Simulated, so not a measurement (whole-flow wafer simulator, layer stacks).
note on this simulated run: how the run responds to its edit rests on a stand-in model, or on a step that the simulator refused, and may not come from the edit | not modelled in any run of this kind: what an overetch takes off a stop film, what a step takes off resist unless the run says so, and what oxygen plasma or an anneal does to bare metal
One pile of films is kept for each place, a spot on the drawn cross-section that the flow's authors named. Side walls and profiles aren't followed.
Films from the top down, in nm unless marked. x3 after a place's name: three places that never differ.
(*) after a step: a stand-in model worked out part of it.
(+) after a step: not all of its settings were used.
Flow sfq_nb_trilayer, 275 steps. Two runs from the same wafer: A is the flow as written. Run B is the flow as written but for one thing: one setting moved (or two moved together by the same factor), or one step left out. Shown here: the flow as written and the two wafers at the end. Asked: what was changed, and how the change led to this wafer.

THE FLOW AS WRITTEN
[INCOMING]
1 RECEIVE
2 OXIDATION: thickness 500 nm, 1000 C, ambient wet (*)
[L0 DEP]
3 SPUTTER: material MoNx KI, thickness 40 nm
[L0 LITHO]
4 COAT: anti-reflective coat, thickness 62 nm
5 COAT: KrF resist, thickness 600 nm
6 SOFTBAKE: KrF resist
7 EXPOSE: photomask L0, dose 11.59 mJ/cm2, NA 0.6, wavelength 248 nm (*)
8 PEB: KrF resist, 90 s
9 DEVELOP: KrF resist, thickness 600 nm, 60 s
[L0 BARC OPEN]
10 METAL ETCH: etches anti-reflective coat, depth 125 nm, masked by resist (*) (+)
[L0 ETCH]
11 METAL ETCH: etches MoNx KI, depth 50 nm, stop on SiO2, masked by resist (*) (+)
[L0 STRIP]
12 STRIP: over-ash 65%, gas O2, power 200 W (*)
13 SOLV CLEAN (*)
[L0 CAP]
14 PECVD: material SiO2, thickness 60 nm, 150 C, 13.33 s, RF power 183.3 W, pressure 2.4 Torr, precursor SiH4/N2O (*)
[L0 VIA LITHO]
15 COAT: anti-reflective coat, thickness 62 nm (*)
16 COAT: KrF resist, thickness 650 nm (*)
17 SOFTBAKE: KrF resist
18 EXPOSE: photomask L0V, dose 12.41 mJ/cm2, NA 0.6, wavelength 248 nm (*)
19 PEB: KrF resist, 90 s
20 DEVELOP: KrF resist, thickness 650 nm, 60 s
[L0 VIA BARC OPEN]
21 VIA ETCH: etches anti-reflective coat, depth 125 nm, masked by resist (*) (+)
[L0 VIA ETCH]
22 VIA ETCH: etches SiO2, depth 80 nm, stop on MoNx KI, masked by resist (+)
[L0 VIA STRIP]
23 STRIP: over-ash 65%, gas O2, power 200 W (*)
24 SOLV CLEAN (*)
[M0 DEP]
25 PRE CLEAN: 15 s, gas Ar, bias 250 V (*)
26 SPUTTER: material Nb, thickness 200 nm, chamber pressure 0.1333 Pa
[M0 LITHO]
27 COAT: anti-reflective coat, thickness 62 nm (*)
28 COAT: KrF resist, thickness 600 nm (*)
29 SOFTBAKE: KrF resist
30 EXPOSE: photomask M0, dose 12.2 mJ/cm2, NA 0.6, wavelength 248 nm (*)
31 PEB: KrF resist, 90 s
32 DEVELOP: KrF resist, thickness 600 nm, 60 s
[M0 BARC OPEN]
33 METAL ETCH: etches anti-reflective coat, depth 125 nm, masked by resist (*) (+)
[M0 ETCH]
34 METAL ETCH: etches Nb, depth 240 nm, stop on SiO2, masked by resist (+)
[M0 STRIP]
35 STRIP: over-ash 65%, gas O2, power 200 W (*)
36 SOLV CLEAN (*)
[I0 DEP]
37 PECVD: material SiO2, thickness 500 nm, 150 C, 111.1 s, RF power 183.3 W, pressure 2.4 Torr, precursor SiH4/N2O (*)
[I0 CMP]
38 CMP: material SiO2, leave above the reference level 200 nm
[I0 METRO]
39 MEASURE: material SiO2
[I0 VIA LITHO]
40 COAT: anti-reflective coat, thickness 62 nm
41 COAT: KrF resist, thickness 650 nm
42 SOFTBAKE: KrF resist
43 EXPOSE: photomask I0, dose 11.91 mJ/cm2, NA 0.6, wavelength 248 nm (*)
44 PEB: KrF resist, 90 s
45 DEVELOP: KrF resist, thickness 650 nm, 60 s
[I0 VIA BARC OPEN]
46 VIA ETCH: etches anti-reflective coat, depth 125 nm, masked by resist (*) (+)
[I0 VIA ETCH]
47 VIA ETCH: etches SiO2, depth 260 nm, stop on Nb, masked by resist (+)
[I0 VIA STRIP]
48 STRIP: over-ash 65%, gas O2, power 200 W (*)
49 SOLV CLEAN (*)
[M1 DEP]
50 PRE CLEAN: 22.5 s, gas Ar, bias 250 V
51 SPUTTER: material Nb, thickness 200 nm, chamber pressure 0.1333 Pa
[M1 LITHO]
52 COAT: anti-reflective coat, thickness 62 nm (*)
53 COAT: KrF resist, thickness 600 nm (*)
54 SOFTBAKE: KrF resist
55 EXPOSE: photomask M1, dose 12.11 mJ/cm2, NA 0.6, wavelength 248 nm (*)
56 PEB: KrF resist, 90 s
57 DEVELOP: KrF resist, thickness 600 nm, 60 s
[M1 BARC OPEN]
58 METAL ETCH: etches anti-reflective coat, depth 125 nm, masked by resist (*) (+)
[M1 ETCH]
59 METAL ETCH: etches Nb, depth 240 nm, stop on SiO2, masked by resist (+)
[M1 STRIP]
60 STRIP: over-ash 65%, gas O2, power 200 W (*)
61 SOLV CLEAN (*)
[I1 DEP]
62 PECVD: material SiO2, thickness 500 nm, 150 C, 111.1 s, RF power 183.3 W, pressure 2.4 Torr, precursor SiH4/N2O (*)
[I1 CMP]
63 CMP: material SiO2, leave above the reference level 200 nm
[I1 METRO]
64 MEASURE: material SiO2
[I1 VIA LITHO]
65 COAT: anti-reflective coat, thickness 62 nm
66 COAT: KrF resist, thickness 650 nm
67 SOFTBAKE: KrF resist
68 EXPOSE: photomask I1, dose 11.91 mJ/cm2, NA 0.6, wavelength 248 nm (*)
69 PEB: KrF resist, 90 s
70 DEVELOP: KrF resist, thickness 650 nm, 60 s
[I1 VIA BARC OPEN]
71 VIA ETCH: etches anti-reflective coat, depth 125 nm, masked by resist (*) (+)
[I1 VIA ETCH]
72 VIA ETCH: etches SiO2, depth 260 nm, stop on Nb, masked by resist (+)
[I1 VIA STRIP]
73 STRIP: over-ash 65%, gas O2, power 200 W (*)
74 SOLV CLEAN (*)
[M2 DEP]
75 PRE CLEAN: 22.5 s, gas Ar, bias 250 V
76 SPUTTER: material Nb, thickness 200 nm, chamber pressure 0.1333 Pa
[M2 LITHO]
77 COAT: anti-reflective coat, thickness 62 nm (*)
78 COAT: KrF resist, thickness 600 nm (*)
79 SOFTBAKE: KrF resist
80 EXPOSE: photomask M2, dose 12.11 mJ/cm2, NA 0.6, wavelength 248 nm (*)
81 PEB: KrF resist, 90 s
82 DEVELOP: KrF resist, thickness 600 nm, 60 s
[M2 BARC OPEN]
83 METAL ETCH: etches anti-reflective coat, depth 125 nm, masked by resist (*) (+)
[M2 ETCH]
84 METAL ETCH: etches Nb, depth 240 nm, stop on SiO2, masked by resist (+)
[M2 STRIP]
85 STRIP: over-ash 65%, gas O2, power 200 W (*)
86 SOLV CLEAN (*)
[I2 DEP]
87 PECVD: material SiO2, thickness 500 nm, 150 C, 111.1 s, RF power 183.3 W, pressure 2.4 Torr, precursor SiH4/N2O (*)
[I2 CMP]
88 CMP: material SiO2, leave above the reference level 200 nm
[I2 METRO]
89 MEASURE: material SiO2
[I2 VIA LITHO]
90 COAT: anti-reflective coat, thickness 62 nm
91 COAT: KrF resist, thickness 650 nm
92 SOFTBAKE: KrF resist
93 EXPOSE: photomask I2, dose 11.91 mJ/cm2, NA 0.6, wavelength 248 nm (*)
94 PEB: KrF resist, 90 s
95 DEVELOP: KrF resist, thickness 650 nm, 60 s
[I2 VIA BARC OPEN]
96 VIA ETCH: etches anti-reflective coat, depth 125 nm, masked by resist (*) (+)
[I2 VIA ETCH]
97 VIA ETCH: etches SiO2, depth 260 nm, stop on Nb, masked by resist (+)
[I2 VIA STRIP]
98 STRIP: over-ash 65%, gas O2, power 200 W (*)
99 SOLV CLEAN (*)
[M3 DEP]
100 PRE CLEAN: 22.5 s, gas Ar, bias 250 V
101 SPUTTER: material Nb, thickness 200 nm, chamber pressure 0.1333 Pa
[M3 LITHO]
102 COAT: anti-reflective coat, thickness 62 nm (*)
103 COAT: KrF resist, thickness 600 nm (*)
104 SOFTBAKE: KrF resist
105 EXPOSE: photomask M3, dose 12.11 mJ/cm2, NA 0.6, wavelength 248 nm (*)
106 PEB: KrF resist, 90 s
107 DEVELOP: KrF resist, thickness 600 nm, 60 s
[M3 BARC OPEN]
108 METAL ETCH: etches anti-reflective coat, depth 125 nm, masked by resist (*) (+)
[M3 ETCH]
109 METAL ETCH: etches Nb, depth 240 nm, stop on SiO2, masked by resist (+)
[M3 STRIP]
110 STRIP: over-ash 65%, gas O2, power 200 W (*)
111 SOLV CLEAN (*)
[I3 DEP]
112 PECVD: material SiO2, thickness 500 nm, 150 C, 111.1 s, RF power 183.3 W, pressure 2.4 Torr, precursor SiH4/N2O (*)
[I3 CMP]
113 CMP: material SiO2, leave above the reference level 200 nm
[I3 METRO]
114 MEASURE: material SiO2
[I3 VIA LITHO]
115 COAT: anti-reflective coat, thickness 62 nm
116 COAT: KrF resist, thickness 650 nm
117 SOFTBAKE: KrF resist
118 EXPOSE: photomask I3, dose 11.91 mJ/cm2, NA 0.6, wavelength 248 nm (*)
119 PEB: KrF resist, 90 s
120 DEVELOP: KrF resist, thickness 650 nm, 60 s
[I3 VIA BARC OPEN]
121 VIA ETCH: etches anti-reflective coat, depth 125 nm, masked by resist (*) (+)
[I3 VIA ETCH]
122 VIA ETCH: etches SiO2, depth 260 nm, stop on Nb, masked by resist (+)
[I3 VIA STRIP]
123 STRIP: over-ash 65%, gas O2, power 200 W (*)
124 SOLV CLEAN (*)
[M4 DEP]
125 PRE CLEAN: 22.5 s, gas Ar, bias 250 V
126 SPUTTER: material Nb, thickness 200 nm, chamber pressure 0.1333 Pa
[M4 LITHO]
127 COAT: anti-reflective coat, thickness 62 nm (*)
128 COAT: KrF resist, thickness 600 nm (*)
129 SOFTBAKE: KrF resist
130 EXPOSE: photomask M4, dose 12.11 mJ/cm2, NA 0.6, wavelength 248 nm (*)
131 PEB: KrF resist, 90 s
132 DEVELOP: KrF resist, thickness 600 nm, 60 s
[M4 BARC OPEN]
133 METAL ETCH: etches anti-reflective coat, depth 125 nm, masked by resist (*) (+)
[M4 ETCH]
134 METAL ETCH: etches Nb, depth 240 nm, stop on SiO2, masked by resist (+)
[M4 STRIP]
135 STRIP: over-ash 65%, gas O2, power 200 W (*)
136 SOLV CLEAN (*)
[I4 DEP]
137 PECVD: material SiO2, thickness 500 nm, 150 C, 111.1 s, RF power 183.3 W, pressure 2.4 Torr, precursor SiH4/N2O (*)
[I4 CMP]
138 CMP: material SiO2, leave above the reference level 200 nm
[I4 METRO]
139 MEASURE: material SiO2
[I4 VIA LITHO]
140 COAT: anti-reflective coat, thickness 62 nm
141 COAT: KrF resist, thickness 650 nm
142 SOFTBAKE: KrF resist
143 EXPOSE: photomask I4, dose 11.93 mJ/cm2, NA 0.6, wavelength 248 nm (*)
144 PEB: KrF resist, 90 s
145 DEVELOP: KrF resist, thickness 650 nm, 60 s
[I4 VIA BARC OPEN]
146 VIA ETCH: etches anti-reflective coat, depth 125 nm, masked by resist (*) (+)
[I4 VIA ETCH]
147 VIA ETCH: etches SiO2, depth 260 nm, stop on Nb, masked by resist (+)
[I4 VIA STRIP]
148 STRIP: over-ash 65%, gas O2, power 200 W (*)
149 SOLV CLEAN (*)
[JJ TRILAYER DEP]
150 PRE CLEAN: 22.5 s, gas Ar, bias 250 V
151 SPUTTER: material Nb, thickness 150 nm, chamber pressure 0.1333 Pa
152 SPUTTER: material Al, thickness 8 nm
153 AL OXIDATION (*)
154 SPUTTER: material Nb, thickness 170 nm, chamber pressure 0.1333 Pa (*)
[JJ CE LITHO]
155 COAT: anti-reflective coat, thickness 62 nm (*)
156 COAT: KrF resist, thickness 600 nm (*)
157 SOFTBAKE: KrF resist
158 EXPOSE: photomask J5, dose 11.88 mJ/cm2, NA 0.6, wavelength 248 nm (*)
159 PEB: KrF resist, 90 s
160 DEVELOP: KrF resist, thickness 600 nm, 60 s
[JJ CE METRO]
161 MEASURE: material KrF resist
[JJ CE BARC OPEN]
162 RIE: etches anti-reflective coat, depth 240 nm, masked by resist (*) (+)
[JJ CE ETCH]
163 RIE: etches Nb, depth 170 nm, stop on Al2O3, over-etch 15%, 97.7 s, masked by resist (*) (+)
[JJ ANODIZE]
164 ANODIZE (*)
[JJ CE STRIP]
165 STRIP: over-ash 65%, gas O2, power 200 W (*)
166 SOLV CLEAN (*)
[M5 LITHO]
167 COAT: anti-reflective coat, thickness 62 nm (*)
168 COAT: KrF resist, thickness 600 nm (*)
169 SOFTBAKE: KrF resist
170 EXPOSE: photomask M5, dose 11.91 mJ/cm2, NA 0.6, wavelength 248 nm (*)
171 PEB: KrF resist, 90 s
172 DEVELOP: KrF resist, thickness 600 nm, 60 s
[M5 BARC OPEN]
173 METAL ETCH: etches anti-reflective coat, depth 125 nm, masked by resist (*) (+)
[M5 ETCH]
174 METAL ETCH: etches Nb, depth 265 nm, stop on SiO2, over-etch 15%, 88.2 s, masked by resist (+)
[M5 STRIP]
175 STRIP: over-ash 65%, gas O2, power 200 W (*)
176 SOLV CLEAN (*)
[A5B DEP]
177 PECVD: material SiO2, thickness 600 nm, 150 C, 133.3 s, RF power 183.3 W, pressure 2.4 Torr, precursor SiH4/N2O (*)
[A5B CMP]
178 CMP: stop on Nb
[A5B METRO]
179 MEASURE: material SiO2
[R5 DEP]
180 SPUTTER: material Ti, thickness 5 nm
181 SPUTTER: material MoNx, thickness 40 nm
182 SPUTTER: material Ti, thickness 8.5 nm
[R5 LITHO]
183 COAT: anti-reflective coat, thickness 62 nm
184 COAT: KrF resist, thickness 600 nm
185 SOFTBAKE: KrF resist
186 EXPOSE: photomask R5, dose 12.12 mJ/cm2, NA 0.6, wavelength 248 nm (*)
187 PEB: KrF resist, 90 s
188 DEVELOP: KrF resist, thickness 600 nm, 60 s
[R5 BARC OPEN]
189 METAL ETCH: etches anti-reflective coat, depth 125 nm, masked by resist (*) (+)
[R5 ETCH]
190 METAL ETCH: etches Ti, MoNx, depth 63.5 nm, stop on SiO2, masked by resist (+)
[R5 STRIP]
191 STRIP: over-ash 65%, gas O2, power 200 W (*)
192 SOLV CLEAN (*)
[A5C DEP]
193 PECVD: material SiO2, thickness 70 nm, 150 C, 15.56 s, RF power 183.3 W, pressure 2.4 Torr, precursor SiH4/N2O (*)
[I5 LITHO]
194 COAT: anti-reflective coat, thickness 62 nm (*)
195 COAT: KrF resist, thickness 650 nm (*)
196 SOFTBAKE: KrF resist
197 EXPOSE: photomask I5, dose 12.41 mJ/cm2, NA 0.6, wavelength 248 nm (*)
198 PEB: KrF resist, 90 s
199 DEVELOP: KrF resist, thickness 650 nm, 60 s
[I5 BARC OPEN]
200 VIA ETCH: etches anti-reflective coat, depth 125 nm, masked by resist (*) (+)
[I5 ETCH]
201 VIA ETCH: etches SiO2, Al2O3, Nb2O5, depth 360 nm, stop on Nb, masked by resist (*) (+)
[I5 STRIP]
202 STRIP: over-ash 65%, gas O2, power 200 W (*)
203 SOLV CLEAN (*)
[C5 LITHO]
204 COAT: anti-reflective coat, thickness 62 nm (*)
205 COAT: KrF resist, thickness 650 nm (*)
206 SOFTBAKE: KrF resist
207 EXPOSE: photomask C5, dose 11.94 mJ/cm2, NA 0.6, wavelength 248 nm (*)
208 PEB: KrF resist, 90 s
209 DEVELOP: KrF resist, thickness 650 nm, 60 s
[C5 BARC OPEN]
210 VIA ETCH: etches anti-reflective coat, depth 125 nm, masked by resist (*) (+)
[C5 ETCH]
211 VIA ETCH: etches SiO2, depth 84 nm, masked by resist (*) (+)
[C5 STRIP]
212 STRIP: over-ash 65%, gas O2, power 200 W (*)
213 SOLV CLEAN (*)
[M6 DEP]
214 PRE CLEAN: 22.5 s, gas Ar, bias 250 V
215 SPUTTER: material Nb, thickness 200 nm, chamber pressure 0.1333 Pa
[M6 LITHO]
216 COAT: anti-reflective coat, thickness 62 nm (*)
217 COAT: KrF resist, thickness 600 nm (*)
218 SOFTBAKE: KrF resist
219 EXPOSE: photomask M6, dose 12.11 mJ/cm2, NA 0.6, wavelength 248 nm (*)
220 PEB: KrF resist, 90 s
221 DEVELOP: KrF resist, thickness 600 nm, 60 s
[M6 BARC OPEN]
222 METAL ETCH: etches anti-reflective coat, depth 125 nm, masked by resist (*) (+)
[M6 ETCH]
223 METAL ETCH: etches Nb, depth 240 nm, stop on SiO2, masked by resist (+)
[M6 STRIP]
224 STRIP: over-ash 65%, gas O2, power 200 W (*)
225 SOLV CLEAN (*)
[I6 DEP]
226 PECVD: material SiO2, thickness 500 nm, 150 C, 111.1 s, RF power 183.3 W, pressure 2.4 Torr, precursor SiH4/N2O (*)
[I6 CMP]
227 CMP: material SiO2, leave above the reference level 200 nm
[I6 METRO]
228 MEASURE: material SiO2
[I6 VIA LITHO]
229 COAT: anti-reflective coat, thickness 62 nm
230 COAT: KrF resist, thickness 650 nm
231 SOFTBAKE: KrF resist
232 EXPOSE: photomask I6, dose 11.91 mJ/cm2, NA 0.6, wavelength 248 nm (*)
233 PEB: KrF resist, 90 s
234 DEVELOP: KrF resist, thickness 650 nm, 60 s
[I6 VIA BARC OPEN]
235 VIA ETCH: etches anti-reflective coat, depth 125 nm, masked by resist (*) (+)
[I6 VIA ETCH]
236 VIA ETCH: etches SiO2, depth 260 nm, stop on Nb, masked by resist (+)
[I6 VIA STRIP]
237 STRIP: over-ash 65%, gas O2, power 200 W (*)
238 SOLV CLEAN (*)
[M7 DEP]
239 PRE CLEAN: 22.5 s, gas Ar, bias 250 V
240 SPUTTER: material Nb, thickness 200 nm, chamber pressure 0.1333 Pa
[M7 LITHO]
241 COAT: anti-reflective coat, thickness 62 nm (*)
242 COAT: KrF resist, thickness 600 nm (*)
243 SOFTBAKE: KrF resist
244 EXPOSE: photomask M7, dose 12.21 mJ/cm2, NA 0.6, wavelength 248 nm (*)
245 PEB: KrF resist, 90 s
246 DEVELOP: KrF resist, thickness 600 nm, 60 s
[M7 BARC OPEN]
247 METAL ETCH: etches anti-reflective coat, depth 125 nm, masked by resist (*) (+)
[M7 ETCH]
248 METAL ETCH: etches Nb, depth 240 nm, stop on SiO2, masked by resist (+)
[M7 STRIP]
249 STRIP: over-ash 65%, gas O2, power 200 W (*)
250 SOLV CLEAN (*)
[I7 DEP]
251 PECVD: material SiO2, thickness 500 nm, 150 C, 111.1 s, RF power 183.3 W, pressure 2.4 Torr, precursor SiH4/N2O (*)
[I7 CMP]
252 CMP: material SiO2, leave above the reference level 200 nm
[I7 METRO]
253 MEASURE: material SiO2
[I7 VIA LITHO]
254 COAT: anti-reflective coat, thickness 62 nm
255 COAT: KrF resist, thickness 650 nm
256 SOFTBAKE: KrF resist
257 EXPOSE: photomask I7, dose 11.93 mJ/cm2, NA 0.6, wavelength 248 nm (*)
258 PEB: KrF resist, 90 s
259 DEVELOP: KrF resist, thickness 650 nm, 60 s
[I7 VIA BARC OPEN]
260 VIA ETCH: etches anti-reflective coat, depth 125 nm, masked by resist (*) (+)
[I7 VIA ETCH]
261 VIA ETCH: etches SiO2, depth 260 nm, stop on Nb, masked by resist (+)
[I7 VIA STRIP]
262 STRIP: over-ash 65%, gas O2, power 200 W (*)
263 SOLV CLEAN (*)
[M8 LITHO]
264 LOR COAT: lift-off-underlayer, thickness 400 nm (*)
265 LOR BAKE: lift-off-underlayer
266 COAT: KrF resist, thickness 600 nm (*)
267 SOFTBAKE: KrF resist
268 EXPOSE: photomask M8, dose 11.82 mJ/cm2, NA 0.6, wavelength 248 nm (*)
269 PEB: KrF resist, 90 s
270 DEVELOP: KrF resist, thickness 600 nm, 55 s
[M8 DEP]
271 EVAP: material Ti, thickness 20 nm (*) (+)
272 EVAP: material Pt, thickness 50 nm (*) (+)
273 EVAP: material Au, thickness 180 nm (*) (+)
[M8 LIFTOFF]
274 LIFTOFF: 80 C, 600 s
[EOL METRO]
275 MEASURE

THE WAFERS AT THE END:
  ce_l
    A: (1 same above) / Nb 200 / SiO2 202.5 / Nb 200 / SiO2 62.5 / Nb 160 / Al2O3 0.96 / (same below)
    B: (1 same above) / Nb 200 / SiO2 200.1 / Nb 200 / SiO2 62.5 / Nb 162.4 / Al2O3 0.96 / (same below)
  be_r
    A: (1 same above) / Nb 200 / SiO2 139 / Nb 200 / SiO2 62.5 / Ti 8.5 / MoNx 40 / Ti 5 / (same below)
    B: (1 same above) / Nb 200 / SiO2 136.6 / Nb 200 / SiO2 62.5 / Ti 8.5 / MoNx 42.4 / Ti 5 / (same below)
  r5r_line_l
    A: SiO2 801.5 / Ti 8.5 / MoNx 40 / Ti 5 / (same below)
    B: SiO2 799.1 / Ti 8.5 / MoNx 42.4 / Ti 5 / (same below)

The cause: step 181, SPUTTER: thickness 42.4 nm was run, where the flow has thickness 40 nm.
It can be read off the wafer: be_r has MoNx 42.4, and step 181 as written asks for 40 nm.

How the change led to this, step by step:
  181 SPUTTER: material MoNx, thickness 40 nm
      field_l, v_sur, via_wl and 103 more: A MoNx +40 (new film) | B MoNx +42.4 (new film)
  190 METAL ETCH: etches Ti, MoNx, depth 63.5 nm, stop on SiO2, masked by resist (+)
      field_l, v_sur, via_wl and 92 more: A Ti -8.5 (all of it), MoNx -40 (all of it), Ti -5 (all of it) | B Ti -8.5 (all of it), MoNx -42.4 (all of it), Ti -5 (all of it)
      ce_l, c5j, ce_r, wl_jj: A Ti -8.5 (all of it), MoNx -40 (all of it), Ti -5 (all of it), Nb -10 | B Ti -8.5 (all of it), MoNx -42.4 (all of it), Ti -5 (all of it), Nb -7.6
